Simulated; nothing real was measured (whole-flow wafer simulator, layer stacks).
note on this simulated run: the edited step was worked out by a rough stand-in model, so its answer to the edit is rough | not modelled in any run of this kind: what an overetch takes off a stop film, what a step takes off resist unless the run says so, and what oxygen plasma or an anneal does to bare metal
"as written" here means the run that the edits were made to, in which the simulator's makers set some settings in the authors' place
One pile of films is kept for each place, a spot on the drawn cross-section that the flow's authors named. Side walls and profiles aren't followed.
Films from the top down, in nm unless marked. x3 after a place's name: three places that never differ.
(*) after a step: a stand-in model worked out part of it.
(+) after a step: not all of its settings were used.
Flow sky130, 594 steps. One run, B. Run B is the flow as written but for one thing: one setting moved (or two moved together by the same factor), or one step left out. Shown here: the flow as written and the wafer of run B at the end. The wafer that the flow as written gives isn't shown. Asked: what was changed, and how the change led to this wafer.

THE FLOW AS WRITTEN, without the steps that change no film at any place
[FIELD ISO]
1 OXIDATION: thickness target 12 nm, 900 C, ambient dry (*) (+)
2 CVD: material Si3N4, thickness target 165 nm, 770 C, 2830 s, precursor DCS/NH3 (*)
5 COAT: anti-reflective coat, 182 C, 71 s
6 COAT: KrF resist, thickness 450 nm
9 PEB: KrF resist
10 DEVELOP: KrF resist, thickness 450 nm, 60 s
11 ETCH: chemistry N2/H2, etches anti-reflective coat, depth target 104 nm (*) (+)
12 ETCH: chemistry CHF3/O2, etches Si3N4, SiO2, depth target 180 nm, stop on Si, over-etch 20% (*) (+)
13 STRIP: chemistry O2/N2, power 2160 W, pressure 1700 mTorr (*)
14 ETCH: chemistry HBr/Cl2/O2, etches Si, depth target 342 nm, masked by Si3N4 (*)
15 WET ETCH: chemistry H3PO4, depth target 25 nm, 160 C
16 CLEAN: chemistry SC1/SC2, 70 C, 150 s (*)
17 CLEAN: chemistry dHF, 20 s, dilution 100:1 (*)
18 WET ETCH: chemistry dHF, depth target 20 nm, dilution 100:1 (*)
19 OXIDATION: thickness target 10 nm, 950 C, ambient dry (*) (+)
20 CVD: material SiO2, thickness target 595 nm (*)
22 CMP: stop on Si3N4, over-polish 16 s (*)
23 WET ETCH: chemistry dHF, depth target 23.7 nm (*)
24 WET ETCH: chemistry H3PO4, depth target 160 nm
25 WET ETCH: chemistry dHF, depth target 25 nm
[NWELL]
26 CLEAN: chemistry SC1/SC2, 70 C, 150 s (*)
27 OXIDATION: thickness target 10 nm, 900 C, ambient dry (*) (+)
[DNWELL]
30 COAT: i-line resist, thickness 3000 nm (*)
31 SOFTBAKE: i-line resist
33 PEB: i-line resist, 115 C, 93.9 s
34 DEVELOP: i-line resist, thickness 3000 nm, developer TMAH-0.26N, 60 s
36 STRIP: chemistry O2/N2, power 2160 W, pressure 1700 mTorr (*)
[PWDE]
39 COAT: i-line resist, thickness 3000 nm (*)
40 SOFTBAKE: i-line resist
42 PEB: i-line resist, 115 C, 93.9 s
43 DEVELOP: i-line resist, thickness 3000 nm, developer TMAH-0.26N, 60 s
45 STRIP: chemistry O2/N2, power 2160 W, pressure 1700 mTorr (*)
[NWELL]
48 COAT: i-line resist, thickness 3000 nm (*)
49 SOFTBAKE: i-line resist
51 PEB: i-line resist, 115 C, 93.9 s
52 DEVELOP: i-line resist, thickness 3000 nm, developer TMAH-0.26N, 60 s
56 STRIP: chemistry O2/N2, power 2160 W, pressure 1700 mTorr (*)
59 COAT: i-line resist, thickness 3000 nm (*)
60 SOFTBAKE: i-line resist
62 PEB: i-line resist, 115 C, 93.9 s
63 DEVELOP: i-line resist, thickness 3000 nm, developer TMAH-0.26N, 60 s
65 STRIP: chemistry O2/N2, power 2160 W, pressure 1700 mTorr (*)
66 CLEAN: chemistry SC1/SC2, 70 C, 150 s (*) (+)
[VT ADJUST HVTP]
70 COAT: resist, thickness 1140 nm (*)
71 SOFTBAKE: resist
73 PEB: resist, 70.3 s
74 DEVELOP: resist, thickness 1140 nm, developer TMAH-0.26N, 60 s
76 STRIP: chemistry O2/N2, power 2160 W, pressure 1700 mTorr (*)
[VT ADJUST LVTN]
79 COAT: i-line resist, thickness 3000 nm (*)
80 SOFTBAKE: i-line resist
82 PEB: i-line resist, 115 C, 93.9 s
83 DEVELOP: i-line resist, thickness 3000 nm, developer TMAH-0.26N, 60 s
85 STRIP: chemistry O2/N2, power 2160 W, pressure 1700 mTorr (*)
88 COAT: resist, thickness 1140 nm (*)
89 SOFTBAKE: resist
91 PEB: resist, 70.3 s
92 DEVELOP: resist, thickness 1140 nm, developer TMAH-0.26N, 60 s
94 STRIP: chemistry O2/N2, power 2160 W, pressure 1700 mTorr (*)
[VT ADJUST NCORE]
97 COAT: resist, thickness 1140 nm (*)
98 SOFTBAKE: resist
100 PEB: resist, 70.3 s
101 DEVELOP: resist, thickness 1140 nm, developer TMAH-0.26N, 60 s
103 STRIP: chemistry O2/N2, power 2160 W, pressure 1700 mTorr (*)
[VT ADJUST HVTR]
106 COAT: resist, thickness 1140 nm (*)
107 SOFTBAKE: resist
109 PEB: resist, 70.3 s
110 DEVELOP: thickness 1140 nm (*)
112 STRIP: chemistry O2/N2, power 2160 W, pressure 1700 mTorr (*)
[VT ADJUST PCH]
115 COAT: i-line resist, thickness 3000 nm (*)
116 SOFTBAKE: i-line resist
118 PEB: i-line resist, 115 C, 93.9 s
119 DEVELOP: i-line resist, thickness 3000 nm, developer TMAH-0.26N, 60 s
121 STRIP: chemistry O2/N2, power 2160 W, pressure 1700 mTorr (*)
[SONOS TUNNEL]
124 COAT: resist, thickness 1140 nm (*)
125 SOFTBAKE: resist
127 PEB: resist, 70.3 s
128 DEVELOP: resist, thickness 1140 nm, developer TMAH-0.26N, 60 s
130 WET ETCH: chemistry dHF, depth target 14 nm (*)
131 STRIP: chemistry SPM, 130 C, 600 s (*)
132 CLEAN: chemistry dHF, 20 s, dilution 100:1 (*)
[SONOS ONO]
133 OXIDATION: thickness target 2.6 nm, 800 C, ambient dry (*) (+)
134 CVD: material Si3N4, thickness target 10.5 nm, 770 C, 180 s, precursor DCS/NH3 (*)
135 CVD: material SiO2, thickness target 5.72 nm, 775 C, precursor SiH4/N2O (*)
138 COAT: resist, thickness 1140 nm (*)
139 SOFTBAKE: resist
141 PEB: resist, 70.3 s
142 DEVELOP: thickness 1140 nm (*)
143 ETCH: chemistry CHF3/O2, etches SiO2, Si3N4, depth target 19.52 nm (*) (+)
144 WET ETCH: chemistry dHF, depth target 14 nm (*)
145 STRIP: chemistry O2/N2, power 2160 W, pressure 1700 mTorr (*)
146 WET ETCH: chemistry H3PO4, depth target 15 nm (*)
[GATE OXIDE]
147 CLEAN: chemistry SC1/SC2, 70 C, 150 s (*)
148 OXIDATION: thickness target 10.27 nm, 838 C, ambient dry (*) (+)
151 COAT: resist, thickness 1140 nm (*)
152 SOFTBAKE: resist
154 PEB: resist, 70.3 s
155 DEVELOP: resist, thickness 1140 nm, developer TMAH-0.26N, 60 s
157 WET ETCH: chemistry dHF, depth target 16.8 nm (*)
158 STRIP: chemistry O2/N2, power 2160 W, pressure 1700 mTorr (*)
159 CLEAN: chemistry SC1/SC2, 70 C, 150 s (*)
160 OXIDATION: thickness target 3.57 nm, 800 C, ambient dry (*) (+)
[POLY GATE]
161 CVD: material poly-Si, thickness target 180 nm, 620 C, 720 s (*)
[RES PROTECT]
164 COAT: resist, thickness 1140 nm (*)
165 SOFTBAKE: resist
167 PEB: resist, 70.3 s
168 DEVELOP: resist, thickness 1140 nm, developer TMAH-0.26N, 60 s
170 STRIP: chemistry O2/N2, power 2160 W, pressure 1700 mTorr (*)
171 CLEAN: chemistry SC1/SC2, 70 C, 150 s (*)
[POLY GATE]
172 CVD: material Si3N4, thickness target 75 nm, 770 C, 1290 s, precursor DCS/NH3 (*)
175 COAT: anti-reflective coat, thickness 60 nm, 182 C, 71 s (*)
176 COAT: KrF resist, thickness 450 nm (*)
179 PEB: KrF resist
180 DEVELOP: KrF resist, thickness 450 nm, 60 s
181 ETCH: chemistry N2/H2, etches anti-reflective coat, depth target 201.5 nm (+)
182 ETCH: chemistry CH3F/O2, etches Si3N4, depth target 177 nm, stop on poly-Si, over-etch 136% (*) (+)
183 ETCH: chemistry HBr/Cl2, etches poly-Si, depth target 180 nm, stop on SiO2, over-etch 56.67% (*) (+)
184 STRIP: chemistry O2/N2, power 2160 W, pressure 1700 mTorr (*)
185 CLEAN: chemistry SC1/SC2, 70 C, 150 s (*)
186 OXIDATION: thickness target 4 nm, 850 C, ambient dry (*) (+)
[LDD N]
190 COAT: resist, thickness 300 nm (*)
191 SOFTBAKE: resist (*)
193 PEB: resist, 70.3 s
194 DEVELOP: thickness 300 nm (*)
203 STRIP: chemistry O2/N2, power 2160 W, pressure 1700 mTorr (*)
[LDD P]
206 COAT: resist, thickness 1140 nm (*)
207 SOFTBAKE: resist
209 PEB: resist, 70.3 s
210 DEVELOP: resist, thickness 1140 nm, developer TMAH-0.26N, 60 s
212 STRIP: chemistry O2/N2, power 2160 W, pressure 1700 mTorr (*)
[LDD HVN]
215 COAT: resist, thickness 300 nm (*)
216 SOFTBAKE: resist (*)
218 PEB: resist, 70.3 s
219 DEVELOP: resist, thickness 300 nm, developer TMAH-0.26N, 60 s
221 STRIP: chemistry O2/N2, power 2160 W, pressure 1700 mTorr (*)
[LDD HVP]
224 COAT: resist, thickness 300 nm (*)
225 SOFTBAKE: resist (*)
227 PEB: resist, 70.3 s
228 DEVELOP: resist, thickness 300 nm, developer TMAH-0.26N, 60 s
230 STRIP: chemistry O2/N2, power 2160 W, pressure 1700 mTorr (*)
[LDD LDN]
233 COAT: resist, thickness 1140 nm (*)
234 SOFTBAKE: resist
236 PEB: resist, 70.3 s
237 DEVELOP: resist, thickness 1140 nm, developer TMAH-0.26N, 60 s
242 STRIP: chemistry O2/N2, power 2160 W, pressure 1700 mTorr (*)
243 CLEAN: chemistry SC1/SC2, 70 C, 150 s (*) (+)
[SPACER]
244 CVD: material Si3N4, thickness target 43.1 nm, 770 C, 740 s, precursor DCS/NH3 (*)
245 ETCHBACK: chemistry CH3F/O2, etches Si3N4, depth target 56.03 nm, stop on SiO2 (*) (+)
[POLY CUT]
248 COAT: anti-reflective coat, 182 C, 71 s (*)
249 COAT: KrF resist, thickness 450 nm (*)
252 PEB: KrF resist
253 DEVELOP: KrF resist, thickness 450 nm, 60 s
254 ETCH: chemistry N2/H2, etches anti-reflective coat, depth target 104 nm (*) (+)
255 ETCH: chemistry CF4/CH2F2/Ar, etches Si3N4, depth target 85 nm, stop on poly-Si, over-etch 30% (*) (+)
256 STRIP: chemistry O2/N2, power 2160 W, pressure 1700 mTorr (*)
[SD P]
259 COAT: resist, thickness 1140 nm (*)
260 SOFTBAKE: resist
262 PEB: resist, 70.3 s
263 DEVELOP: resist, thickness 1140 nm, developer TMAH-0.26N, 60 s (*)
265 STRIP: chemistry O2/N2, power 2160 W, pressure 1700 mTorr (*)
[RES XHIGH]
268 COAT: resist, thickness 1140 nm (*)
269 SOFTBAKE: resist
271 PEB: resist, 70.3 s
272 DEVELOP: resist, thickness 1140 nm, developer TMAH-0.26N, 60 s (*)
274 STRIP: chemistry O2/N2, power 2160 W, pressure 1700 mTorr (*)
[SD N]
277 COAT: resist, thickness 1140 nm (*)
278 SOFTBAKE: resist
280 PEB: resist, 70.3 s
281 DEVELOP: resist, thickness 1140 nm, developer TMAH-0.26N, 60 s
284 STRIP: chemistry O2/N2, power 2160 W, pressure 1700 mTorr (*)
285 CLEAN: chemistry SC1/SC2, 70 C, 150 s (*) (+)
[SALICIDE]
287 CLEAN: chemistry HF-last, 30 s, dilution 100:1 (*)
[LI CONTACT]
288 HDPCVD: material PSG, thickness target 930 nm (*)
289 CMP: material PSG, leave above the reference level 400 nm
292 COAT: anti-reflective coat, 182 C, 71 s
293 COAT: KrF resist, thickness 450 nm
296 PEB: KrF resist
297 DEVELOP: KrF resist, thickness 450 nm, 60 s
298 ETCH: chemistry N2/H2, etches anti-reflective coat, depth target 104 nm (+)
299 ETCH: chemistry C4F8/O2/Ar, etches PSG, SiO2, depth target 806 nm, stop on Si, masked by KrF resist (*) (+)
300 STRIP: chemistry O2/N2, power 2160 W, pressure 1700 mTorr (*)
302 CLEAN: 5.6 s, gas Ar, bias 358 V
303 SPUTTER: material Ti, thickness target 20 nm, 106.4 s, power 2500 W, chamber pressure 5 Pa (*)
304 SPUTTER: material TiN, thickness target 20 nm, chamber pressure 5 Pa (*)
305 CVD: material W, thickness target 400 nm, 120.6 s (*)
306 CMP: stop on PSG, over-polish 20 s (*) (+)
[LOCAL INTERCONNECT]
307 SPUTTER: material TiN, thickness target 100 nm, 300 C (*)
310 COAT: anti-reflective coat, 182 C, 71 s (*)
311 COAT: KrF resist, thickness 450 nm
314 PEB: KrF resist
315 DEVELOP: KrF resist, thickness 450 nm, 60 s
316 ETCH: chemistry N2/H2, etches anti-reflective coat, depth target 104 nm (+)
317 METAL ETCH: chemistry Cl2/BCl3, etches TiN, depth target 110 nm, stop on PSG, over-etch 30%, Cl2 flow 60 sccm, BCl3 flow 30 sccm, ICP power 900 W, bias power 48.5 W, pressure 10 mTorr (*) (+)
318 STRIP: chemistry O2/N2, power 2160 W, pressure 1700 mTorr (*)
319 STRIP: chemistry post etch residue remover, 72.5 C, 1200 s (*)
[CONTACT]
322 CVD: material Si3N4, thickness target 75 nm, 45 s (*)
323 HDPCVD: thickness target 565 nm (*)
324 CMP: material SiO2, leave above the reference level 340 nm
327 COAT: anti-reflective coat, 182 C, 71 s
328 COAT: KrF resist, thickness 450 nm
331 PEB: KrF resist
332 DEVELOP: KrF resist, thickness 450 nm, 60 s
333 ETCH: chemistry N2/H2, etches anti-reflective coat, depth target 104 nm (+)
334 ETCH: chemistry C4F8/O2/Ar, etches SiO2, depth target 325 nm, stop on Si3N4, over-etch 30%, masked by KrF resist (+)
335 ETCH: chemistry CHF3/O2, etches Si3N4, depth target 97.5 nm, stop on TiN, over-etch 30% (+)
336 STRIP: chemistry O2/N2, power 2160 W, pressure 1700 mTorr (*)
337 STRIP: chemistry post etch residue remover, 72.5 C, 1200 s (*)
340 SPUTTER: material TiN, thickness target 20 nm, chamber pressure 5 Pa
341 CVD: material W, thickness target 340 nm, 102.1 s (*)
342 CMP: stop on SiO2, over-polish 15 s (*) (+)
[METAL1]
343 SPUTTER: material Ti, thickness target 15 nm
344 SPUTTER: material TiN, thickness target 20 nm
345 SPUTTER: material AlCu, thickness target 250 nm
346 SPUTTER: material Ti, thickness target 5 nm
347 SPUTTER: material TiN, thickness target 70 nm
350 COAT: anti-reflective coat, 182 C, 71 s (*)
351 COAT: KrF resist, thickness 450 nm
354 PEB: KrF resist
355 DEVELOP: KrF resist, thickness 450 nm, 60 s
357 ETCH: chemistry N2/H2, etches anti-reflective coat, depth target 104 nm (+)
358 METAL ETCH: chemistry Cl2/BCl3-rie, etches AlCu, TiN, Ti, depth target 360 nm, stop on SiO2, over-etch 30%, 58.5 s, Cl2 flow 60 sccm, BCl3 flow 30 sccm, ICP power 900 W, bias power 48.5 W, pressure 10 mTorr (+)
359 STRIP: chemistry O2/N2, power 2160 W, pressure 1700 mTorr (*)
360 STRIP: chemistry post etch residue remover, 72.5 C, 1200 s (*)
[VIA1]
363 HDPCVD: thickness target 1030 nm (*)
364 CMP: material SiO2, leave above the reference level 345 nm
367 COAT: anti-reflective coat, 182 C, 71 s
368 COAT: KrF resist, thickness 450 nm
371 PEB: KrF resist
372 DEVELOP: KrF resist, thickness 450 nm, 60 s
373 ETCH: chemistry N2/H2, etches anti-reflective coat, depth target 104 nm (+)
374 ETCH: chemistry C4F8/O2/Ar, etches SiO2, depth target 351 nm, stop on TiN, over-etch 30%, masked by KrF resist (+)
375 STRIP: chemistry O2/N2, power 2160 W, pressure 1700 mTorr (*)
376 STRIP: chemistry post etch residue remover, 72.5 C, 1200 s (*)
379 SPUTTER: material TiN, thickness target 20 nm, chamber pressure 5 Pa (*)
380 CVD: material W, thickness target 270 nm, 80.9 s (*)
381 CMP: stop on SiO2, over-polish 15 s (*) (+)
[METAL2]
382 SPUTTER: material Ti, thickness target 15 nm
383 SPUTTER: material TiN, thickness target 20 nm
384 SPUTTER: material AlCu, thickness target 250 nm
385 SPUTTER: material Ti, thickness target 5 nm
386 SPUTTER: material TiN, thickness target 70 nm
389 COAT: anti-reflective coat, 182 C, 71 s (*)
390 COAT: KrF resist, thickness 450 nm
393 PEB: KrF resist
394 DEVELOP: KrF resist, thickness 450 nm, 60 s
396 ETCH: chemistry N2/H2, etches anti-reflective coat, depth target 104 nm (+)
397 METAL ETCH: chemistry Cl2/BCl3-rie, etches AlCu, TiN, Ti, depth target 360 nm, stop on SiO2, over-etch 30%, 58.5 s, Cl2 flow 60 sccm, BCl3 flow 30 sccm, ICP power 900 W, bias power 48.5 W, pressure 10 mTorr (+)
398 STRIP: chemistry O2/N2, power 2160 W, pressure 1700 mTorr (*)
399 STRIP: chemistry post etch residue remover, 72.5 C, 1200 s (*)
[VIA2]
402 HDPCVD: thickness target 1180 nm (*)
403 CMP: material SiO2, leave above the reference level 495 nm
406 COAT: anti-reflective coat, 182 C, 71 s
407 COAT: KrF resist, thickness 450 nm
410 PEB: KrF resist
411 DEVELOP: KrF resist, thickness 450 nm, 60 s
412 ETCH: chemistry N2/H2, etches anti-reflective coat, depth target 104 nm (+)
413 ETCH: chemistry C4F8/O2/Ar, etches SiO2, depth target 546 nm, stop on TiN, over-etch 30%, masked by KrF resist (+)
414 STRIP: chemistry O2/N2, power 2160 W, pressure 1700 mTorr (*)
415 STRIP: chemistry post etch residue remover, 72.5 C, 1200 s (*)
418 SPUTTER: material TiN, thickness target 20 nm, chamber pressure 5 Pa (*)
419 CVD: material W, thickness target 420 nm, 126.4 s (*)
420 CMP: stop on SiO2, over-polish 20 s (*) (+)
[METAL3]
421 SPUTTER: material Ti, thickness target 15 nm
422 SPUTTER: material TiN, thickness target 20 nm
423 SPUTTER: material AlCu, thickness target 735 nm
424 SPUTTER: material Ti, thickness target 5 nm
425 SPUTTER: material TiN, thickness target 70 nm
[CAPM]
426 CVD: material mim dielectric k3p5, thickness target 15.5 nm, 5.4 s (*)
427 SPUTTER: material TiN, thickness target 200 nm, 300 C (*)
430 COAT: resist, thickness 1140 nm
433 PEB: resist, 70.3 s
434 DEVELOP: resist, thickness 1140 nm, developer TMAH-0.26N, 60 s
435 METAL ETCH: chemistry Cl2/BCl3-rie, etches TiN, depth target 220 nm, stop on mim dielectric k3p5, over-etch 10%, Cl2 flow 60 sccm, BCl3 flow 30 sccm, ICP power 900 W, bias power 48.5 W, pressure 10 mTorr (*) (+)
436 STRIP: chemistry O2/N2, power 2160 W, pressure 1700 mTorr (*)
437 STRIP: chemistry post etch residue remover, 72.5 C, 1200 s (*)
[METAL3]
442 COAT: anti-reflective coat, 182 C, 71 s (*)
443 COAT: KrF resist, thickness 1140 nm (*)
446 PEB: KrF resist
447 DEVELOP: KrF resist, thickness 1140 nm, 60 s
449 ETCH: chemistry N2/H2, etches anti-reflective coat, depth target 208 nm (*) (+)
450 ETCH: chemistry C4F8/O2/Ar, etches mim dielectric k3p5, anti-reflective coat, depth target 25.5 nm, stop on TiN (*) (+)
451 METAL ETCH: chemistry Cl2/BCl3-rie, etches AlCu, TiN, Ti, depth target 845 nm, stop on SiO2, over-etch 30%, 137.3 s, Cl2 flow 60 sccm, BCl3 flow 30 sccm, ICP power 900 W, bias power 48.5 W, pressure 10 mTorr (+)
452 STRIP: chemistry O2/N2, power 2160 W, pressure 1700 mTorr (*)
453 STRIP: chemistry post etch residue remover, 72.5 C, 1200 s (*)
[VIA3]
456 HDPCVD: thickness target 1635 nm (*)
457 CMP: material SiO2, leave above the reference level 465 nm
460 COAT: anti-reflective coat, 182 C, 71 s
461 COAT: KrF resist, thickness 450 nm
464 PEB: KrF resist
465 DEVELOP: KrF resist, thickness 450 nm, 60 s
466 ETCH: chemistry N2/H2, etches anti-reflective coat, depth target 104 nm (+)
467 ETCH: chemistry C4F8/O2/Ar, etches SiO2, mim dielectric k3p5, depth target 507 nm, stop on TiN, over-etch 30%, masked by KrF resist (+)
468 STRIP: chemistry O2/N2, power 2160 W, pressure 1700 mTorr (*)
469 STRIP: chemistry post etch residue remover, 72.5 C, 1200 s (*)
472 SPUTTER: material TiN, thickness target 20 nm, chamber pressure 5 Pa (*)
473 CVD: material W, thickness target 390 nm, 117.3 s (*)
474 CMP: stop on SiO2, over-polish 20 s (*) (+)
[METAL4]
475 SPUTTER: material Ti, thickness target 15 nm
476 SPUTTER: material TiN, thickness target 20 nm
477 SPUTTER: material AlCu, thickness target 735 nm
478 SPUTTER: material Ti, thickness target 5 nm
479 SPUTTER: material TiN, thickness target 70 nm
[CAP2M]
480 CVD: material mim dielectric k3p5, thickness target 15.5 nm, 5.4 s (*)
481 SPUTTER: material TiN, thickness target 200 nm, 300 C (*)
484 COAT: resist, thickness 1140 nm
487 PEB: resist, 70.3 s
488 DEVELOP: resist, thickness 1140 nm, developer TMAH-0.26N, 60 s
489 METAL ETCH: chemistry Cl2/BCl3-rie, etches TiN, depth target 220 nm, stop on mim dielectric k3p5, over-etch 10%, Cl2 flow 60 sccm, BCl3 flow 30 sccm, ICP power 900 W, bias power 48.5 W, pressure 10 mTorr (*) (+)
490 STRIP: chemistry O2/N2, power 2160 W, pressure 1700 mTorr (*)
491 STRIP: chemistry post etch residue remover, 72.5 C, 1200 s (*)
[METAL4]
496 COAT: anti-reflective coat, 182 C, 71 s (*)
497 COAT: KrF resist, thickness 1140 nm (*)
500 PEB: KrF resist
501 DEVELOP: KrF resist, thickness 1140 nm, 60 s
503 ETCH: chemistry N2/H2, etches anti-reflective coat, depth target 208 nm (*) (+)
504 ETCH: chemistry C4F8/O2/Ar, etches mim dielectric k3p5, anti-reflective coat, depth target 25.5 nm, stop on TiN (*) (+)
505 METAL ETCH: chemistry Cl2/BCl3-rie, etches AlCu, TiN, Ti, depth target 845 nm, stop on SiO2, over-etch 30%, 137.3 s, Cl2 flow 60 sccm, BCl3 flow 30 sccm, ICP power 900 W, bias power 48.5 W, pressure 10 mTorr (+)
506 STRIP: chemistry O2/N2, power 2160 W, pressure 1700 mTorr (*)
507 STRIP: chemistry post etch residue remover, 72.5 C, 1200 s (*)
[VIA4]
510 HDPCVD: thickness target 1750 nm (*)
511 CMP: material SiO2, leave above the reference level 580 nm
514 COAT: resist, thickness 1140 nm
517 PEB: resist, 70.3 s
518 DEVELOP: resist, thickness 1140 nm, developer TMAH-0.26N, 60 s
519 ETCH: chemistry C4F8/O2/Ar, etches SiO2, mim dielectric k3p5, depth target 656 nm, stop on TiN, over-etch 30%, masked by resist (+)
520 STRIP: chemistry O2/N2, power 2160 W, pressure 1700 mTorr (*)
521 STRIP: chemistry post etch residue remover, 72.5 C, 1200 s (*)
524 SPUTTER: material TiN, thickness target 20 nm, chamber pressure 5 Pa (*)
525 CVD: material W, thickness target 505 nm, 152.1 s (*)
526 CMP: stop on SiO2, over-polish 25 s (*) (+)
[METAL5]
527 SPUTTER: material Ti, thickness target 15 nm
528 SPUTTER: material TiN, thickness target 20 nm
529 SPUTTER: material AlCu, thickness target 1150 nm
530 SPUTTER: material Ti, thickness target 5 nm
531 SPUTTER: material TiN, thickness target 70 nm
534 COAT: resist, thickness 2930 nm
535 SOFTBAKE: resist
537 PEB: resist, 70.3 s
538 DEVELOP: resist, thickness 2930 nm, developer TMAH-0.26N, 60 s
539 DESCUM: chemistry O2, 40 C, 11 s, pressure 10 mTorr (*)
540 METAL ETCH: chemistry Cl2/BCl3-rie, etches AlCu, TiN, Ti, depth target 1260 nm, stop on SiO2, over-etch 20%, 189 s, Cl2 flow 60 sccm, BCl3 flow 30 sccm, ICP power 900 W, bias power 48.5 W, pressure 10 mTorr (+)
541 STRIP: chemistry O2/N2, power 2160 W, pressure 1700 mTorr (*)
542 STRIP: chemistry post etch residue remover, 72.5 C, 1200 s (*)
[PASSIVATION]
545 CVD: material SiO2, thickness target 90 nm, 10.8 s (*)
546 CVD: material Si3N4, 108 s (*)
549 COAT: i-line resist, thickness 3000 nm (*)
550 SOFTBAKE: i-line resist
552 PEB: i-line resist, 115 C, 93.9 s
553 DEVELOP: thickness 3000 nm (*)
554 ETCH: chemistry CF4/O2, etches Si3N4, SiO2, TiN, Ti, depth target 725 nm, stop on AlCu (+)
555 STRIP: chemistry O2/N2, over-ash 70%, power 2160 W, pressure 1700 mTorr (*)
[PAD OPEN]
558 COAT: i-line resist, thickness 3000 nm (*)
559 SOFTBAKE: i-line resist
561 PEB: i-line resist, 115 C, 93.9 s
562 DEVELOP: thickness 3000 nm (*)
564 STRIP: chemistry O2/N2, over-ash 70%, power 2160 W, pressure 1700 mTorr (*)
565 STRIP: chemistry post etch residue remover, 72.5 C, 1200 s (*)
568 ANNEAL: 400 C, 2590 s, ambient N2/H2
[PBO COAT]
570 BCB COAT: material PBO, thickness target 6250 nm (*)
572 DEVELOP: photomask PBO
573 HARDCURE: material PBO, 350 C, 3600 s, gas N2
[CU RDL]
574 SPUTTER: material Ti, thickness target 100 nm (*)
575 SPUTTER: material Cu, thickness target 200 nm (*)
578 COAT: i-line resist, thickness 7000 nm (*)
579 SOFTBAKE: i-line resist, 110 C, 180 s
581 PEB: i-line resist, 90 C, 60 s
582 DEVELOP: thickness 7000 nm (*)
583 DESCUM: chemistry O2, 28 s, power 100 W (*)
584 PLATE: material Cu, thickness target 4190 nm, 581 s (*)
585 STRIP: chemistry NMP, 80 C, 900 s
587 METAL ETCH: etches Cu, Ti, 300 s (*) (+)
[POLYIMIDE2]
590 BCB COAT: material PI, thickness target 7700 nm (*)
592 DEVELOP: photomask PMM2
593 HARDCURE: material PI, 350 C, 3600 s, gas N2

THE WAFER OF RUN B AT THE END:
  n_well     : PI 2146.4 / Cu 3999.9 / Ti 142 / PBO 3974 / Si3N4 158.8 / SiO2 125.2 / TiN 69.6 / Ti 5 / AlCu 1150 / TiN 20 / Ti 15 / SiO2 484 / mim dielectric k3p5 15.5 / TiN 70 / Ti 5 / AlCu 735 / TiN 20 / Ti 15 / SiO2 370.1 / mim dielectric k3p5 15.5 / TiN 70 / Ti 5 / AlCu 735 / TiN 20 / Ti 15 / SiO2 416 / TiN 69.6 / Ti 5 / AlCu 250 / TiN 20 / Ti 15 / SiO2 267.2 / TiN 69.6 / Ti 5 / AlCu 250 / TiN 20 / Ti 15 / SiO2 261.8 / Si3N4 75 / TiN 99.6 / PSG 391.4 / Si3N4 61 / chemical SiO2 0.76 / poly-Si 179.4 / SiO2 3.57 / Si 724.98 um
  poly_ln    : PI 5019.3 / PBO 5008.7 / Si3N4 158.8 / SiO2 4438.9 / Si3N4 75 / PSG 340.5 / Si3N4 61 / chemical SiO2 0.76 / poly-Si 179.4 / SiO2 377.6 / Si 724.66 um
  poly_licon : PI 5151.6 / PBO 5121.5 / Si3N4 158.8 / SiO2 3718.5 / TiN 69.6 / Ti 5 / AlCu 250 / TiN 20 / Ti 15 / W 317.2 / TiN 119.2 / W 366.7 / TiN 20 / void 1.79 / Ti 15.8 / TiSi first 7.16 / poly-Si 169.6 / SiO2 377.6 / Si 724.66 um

The cause: step 574, SPUTTER: thickness target 142 nm was run, where the flow has thickness target 100 nm.
It can be read off the wafer: n_well has Ti 142, and step 574 as written asks for 100 nm.

How the change led to this, step by step:
  574 SPUTTER: material Ti, thickness target 100 nm (*)
      field, active, n_well and 190 more: Ti +142 (new film) (as written it would be: Ti +100 (new film))
  587 METAL ETCH: etches Cu, Ti, 300 s (*) (+)
      field, active, gate and 167 more: Cu -200 (all of it), Ti -142 (all of it) (as written it would be: Cu -200 (all of it), Ti -100 (all of it))
  590 BCB COAT: material PI, thickness target 7700 nm (*)
      de16_gate_nw: PI +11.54 um (new film) (as written it would be: PI +11.5 um (new film))
